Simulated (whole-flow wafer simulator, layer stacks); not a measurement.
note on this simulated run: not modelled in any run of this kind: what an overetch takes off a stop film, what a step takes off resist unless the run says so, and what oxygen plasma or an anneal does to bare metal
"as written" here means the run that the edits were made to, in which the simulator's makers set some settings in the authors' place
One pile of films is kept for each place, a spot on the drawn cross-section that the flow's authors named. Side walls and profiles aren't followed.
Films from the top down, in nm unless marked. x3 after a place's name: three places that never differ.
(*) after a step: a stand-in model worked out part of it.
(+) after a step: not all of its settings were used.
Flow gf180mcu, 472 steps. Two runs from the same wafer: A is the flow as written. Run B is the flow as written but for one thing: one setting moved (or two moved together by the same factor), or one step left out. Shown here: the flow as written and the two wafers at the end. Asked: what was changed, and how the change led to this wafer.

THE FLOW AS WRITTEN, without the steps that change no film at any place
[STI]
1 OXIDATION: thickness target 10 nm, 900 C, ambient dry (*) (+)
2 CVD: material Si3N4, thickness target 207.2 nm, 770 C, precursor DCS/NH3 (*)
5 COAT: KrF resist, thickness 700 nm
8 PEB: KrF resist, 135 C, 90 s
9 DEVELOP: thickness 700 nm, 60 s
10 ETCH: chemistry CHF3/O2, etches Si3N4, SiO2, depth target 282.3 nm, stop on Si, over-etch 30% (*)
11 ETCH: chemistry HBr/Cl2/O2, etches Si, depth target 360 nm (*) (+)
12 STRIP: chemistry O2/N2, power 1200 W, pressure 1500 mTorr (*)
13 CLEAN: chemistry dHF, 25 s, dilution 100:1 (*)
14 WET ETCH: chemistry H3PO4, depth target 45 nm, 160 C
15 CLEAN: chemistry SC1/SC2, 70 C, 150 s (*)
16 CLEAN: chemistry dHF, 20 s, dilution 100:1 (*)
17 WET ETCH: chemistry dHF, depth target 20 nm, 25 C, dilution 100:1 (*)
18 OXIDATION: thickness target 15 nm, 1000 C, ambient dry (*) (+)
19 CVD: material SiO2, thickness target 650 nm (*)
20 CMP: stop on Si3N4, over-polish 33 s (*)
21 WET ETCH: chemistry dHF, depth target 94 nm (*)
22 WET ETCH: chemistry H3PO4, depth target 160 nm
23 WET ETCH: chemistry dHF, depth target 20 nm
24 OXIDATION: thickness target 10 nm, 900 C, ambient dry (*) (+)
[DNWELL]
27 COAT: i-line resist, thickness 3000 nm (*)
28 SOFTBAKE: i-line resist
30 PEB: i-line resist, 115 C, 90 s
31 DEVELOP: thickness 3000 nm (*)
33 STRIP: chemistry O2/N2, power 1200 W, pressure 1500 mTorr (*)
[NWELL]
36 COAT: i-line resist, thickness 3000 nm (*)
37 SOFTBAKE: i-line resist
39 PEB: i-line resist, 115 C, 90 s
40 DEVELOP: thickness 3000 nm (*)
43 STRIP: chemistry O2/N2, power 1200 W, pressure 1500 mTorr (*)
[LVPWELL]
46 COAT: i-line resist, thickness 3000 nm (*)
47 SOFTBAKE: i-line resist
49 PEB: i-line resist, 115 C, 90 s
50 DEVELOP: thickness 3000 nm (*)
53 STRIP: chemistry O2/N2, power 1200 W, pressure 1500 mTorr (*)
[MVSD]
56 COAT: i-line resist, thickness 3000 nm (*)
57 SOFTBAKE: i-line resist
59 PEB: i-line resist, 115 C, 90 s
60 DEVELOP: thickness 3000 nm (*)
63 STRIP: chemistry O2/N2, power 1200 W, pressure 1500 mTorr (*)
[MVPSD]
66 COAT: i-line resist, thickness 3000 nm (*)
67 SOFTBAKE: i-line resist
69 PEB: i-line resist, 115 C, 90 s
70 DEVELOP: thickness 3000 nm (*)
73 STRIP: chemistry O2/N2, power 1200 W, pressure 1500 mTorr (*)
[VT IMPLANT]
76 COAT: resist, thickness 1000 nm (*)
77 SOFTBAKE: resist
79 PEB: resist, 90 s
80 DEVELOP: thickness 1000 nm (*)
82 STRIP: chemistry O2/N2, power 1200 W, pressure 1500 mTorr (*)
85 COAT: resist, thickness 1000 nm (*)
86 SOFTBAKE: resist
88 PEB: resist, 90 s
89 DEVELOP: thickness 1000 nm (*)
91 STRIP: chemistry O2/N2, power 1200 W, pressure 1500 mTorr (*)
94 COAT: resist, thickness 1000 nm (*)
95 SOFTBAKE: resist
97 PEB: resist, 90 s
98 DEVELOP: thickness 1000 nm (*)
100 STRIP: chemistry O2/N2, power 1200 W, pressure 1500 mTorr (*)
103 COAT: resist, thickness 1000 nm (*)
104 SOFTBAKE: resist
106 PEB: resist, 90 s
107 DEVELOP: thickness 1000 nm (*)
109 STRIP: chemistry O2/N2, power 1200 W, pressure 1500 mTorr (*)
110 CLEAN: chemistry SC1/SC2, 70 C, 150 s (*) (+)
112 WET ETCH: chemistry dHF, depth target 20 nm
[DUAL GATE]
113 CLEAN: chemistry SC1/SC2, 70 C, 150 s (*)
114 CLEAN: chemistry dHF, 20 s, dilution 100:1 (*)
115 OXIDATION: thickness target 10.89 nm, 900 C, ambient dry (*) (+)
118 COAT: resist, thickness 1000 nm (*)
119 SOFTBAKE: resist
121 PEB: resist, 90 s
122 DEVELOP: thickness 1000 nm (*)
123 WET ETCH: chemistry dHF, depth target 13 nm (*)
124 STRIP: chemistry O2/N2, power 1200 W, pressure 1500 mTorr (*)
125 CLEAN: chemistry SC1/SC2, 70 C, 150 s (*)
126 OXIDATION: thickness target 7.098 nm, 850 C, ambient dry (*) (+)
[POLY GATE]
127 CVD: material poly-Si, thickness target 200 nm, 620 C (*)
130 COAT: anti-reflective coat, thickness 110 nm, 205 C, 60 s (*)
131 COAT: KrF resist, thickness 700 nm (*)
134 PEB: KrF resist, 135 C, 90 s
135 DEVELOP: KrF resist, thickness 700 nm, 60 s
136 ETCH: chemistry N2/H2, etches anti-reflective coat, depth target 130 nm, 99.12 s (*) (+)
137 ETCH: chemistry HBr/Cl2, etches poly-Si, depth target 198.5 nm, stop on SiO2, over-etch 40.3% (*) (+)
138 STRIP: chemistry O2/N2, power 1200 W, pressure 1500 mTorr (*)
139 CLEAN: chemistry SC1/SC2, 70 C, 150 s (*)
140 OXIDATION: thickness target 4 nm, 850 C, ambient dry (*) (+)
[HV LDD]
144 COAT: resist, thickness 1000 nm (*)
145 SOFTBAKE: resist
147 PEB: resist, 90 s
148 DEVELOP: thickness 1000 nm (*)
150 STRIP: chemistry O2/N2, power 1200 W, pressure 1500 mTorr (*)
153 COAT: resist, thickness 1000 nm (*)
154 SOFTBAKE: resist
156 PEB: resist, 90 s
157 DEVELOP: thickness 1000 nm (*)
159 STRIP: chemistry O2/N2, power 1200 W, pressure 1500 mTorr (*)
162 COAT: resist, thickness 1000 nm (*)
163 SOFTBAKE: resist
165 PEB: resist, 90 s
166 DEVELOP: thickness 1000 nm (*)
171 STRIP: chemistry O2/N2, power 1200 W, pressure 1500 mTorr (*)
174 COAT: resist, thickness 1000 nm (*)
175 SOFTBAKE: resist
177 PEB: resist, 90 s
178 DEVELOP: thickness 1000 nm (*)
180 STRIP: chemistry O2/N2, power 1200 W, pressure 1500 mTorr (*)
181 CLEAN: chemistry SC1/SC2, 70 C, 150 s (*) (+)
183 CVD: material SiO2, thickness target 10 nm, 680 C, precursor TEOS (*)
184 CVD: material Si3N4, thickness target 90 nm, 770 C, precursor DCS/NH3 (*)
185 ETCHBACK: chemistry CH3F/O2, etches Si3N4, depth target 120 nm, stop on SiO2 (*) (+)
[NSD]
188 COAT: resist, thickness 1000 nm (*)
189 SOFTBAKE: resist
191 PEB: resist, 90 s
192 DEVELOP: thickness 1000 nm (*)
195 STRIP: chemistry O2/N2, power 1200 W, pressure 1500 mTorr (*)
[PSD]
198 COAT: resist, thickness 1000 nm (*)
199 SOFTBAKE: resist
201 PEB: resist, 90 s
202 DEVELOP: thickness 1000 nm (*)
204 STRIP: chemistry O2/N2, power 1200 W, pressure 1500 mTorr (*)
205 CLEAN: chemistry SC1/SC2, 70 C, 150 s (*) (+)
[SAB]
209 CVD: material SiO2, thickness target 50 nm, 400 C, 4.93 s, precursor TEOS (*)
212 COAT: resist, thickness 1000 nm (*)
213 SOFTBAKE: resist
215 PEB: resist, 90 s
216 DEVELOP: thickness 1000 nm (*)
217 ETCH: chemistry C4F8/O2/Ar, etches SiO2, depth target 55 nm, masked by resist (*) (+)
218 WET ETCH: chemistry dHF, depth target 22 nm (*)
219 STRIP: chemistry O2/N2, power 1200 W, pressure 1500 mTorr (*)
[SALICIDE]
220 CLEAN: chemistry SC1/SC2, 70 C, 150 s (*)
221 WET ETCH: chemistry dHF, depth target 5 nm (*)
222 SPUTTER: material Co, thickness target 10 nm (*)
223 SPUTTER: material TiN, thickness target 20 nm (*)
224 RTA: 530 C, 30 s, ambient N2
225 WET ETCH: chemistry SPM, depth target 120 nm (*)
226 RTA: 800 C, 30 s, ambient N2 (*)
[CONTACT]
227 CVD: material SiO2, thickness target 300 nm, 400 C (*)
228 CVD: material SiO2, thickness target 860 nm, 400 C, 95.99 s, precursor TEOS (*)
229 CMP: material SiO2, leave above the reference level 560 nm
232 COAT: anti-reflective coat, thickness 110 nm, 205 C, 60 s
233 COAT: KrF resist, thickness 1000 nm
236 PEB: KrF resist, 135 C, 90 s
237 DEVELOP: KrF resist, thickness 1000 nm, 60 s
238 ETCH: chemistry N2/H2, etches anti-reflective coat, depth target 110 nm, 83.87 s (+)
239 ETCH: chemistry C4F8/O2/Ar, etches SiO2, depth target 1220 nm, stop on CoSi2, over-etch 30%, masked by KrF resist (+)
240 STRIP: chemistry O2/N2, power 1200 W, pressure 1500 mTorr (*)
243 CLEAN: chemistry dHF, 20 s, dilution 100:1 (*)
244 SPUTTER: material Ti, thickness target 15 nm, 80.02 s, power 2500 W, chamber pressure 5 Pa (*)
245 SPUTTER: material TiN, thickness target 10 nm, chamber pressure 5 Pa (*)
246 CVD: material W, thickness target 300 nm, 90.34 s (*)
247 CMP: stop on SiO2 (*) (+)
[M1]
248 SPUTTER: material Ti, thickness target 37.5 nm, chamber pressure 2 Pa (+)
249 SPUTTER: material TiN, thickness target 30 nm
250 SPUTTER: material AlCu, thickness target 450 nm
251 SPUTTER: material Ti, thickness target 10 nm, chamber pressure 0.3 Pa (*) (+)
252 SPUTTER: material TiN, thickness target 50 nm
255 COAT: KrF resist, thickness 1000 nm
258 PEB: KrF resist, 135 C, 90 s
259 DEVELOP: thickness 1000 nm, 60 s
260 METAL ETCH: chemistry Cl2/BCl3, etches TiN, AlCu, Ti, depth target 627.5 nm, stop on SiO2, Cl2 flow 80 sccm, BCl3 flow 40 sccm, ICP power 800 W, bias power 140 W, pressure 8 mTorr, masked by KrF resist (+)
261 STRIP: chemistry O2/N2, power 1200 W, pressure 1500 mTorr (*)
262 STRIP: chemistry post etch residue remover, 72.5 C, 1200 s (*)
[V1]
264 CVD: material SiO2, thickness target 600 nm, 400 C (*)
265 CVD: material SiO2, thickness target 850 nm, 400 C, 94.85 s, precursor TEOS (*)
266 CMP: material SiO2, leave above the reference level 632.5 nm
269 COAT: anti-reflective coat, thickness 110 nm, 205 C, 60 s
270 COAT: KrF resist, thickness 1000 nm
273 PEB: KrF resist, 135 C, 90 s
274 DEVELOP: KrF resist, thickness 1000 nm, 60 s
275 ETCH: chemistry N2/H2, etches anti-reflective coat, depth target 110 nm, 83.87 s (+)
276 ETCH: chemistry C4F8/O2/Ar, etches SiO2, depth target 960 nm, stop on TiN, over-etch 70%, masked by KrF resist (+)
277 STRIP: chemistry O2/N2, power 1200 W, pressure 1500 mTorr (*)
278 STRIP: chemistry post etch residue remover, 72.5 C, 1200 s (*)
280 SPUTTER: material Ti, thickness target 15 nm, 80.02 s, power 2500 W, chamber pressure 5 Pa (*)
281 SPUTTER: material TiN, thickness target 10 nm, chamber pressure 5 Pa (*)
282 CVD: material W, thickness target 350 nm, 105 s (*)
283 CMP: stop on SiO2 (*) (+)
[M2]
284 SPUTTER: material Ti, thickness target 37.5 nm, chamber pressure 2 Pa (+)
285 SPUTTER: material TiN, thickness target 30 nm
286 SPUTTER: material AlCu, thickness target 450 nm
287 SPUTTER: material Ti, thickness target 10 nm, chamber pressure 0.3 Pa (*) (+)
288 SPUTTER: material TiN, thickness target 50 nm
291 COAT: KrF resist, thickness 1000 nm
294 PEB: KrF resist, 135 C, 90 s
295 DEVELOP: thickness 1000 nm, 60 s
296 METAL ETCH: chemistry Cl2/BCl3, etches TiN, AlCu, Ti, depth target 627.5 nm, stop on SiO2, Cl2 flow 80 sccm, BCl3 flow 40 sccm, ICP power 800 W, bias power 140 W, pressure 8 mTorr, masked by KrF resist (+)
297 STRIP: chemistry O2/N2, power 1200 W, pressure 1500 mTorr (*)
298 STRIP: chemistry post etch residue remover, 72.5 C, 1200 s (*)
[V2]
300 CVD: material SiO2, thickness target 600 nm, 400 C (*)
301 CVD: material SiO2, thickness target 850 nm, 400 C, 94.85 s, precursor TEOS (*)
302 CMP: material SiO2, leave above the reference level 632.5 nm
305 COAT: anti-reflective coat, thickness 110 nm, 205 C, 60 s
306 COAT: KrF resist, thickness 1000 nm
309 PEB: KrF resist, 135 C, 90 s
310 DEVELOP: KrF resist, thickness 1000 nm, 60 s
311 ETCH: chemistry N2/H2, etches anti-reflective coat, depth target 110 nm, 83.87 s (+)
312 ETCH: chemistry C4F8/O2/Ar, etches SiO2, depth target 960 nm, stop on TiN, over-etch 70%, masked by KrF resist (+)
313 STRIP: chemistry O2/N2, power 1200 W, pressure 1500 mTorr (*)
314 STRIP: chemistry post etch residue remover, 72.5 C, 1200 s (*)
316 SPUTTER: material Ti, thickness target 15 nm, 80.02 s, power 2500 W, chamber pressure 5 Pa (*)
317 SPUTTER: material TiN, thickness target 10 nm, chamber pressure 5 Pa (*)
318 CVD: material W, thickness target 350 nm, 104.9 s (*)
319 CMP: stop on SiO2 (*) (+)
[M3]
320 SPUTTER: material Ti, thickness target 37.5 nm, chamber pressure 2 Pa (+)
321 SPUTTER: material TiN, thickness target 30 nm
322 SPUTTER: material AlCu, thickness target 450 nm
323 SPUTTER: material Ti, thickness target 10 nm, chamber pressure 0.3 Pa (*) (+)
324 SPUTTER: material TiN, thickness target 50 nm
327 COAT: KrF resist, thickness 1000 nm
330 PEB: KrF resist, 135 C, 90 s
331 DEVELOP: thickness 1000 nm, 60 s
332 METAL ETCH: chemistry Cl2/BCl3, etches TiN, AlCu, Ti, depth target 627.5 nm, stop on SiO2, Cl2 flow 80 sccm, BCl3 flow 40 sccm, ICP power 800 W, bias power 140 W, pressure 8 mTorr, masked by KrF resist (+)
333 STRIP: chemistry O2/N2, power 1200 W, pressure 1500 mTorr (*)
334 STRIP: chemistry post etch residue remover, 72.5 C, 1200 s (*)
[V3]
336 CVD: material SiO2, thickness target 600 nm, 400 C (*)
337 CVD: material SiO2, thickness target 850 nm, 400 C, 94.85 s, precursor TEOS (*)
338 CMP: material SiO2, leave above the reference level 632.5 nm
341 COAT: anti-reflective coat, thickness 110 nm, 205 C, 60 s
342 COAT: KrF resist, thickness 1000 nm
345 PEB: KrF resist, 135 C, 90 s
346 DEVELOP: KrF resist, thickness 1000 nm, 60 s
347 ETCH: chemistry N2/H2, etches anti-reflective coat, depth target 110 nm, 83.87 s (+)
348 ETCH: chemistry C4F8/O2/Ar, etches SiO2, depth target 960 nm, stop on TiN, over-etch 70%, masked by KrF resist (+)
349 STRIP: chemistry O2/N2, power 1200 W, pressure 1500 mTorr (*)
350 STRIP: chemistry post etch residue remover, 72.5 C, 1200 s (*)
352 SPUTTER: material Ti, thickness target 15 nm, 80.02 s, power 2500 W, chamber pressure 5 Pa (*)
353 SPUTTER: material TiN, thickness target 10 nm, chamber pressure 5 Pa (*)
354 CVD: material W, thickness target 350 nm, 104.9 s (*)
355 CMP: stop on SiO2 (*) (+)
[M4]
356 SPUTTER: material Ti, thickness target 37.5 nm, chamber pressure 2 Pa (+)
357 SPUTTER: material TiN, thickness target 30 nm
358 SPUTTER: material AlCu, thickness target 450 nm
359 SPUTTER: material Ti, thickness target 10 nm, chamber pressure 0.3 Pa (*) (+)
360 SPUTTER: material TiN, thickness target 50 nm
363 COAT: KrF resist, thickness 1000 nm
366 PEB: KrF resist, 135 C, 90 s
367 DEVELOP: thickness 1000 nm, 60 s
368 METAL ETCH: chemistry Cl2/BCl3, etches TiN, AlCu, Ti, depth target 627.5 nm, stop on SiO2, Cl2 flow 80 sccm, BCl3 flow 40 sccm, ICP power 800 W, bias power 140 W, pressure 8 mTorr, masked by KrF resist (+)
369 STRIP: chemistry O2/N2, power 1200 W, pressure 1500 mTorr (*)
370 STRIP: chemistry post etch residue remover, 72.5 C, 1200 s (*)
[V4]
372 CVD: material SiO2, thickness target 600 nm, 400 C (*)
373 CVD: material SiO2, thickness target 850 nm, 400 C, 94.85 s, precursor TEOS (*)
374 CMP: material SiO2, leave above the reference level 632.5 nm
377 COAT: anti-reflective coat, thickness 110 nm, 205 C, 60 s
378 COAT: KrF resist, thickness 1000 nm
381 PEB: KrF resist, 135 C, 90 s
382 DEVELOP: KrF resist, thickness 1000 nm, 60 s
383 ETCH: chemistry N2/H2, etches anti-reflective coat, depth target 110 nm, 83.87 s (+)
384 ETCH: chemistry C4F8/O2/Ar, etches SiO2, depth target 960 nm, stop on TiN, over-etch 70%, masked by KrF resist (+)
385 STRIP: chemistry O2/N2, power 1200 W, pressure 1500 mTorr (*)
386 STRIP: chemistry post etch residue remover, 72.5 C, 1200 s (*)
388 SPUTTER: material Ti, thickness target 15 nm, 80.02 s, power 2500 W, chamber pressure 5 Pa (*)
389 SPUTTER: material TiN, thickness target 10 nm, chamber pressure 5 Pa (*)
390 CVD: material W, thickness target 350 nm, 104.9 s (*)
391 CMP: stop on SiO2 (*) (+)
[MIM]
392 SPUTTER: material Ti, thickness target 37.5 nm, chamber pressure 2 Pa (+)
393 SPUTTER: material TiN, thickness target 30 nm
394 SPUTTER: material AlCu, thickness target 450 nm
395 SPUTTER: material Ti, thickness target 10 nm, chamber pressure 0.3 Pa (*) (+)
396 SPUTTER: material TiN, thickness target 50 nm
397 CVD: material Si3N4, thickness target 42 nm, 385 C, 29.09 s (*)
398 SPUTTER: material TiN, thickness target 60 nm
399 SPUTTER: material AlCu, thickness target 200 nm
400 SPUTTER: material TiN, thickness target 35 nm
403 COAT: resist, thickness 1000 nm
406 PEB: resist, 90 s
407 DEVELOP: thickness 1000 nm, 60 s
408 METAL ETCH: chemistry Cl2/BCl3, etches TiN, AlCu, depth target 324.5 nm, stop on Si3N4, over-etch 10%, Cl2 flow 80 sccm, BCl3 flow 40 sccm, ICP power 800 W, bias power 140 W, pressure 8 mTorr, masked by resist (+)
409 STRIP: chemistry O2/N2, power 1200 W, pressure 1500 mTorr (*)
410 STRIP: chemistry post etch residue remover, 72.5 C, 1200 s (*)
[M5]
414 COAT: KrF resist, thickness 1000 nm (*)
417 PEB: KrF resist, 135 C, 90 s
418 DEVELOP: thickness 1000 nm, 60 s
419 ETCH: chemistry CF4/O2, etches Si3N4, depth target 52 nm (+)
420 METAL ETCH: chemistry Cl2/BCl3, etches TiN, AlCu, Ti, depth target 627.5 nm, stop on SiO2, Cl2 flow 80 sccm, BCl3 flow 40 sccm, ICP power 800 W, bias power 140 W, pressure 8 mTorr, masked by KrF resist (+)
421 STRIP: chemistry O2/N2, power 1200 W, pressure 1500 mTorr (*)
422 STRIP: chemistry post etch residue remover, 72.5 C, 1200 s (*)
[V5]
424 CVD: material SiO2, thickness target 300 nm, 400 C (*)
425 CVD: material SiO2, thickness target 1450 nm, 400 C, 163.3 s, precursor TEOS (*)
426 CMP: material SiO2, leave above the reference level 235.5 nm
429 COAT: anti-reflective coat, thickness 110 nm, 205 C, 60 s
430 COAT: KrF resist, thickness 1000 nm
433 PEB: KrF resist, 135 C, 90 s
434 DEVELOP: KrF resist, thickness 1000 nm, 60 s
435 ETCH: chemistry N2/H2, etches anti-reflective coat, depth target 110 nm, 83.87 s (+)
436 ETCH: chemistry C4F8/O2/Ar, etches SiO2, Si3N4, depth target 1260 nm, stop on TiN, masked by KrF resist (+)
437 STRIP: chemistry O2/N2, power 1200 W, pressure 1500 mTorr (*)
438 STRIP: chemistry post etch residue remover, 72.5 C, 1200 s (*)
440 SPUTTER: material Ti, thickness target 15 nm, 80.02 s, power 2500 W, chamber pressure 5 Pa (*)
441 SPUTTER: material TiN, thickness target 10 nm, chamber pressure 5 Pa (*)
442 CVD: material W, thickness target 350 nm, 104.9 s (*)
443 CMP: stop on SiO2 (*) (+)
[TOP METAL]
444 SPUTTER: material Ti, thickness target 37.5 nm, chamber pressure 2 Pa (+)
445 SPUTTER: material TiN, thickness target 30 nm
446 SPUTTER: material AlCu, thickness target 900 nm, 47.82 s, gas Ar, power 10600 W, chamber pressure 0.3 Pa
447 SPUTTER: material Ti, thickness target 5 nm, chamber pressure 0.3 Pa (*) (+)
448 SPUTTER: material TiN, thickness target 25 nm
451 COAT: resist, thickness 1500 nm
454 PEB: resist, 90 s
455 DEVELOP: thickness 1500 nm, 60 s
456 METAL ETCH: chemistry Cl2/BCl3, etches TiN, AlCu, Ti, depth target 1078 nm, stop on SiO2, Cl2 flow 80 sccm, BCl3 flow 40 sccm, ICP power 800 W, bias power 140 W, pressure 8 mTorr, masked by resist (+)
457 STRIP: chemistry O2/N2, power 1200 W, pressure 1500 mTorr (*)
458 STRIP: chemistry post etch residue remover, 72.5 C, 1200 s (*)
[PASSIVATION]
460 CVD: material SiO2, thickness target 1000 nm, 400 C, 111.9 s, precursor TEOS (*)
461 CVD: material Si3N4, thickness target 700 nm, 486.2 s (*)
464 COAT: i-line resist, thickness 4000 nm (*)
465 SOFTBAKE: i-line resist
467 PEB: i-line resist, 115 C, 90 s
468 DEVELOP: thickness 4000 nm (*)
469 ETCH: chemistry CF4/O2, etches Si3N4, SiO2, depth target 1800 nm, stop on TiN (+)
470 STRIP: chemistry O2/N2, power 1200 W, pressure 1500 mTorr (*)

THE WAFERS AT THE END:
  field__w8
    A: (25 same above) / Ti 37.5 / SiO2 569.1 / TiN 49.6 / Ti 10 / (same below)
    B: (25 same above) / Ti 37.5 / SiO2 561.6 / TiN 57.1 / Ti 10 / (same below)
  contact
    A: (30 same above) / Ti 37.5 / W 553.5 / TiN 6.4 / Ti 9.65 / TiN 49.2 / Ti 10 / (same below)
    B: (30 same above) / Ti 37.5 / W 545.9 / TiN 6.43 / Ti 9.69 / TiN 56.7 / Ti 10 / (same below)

The cause: step 288, SPUTTER: thickness target 57.5 nm was run, where the flow has thickness target 50 nm.

How the change led to this, step by step:
  288 SPUTTER: material TiN, thickness target 50 nm
      field, field__w1, field__w2 and 108 more: A TiN +50 (new film) | B TiN +57.5 (new film)
  296 METAL ETCH: chemistry Cl2/BCl3, etches TiN, AlCu, Ti, depth target 627.5 nm, stop on SiO2, Cl2 flow 80 sccm, BCl3 flow 40 sccm, ICP power 800 W, bias power 140 W, pressure 8 mTorr, masked by KrF resist (+)
      field, field__w1, field__w2 and 103 more: A TiN -50 (all of it), Ti -10 (all of it), AlCu -450 (all of it), TiN -30 (all of it), Ti -37.5 (all of it) | B TiN -57.5 (all of it), Ti -10 (all of it), AlCu -450 (all of it), TiN -30 (all of it), Ti -37.5 (all of it)
